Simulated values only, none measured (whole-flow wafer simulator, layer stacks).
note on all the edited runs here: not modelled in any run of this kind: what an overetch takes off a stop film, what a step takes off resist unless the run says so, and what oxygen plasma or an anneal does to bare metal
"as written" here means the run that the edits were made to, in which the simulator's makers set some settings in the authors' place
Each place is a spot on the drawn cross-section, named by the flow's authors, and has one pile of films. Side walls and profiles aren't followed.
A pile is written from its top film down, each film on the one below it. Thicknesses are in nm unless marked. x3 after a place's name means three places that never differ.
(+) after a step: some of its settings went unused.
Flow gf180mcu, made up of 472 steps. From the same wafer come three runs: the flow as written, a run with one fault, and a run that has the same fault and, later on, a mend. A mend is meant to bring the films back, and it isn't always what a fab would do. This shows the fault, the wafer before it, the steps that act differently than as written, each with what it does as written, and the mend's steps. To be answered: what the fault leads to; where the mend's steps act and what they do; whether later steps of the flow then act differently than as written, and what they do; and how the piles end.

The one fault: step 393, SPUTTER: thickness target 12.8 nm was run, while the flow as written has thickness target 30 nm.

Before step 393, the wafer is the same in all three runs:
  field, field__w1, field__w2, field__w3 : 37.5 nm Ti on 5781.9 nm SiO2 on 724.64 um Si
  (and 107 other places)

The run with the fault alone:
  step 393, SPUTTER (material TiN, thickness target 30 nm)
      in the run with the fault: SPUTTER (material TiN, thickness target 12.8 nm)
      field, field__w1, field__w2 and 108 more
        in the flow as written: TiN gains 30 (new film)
        in the run with the fault: TiN gains 12.8 (new film)
  Steps further on in the flow that do not act as written (1 more step, not shown, differs only slightly: by at most 2% or 0.5 nm, whichever is larger):
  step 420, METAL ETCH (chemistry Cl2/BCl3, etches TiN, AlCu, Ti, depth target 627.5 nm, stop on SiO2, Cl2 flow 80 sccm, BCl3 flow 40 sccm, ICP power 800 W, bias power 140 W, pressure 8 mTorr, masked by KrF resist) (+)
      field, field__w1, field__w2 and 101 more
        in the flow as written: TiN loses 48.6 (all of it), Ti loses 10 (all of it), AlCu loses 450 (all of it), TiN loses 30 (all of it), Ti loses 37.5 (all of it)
        in the run with the fault: TiN loses 48.6 (all of it), Ti loses 10 (all of it), AlCu loses 450 (all of it), TiN loses 12.8 (all of it), Ti loses 37.5 (all of it)
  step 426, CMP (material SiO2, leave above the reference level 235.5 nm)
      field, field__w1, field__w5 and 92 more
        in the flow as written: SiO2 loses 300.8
        in the run with the fault: SiO2 loses 318
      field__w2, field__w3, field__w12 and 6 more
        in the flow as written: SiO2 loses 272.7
        in the run with the fault: SiO2 loses 290.7
  By the end, the piles at field__w4, field__w8, contact, m1, m1__w1, mim, mim_1p0, m1_nw depart from the flow's by more than 2% or 0.5 nm, whichever is larger.
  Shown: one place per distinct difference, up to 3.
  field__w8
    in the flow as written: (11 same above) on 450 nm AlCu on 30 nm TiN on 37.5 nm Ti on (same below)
    in the run with the fault: (11 same above) on 450 nm AlCu on 12.8 nm TiN on 37.5 nm Ti on (same below)
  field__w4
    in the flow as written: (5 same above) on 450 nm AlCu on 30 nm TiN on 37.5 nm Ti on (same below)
    in the run with the fault: (5 same above) on 450 nm AlCu on 12.8 nm TiN on 37.5 nm Ti on (same below)
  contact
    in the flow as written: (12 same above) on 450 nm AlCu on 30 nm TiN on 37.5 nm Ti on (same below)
    in the run with the fault: (12 same above) on 450 nm AlCu on 12.8 nm TiN on 37.5 nm Ti on (same below)

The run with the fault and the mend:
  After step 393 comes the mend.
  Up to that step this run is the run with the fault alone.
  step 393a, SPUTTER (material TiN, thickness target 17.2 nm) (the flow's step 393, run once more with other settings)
      field, field__w1, field__w2 and 108 more
        TiN gains 17.2
  Later steps of the flow that are run all act as written at every place that is followed.
  The piles end the same as the flow's at every place that both follow.
